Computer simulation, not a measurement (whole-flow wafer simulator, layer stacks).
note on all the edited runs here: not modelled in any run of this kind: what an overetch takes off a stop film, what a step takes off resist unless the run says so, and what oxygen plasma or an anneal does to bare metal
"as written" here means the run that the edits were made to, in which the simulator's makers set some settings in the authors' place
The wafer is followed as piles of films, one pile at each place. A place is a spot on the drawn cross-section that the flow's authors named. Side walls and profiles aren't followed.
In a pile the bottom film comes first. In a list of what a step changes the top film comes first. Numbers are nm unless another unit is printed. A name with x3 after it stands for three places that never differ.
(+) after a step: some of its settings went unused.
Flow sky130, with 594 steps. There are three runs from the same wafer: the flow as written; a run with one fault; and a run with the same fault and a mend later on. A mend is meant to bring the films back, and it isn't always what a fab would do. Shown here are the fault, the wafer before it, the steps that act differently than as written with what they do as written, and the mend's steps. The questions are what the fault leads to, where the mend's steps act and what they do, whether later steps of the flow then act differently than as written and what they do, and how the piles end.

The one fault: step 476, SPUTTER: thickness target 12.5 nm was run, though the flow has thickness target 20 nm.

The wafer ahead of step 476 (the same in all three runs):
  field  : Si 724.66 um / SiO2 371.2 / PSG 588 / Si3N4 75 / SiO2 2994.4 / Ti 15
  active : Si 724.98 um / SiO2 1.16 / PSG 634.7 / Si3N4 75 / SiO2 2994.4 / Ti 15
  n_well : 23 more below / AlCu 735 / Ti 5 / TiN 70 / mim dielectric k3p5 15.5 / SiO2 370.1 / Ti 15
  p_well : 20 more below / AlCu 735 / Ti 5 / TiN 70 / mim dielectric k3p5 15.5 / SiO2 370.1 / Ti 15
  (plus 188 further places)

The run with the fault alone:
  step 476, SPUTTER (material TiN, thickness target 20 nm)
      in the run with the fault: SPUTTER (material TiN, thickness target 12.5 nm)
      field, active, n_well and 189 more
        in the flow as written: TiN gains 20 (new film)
        in the run with the fault: TiN gains 12.5 (new film)
  Later steps of the flow acting differently than as written (1 more step, not shown, differs only slightly: by at most 2% or 0.5 nm, whichever is larger):
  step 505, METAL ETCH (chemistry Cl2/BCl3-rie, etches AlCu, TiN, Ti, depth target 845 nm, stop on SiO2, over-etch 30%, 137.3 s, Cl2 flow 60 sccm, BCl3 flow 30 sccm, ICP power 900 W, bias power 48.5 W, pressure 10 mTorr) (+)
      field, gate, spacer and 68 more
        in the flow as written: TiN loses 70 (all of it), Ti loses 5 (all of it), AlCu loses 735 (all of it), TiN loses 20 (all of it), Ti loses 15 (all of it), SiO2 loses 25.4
        in the run with the fault: TiN loses 70 (all of it), Ti loses 5 (all of it), AlCu loses 735 (all of it), TiN loses 12.5 (all of it), Ti loses 15 (all of it), SiO2 loses 26.1
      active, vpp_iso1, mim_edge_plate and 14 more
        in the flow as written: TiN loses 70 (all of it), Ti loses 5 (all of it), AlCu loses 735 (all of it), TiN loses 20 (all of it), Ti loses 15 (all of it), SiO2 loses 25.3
        in the run with the fault: TiN loses 70 (all of it), Ti loses 5 (all of it), AlCu loses 735 (all of it), TiN loses 12.5 (all of it), Ti loses 15 (all of it), SiO2 loses 26.1
  By the end, the piles at n_well, p_well, gate_hv and 102 more depart from the flow's by more than 2% or 0.5 nm, whichever is larger.
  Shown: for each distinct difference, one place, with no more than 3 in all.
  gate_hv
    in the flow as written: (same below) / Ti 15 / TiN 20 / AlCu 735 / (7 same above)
    in the run with the fault: (same below) / Ti 15 / TiN 12.5 / AlCu 735 / (7 same above)
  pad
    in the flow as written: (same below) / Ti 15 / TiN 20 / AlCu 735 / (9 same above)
    in the run with the fault: (same below) / Ti 15 / TiN 12.5 / AlCu 735 / (9 same above)
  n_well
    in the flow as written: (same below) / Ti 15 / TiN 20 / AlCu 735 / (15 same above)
    in the run with the fault: (same below) / Ti 15 / TiN 12.5 / AlCu 735 / (15 same above)

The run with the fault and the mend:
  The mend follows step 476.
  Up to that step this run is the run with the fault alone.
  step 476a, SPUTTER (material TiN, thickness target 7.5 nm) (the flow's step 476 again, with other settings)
      field, active, n_well and 189 more
        TiN gains 7.5
  Later steps of the flow that are run all act as written at every place that is followed.
  By the end, the piles equal the flow's at every place that both follow.
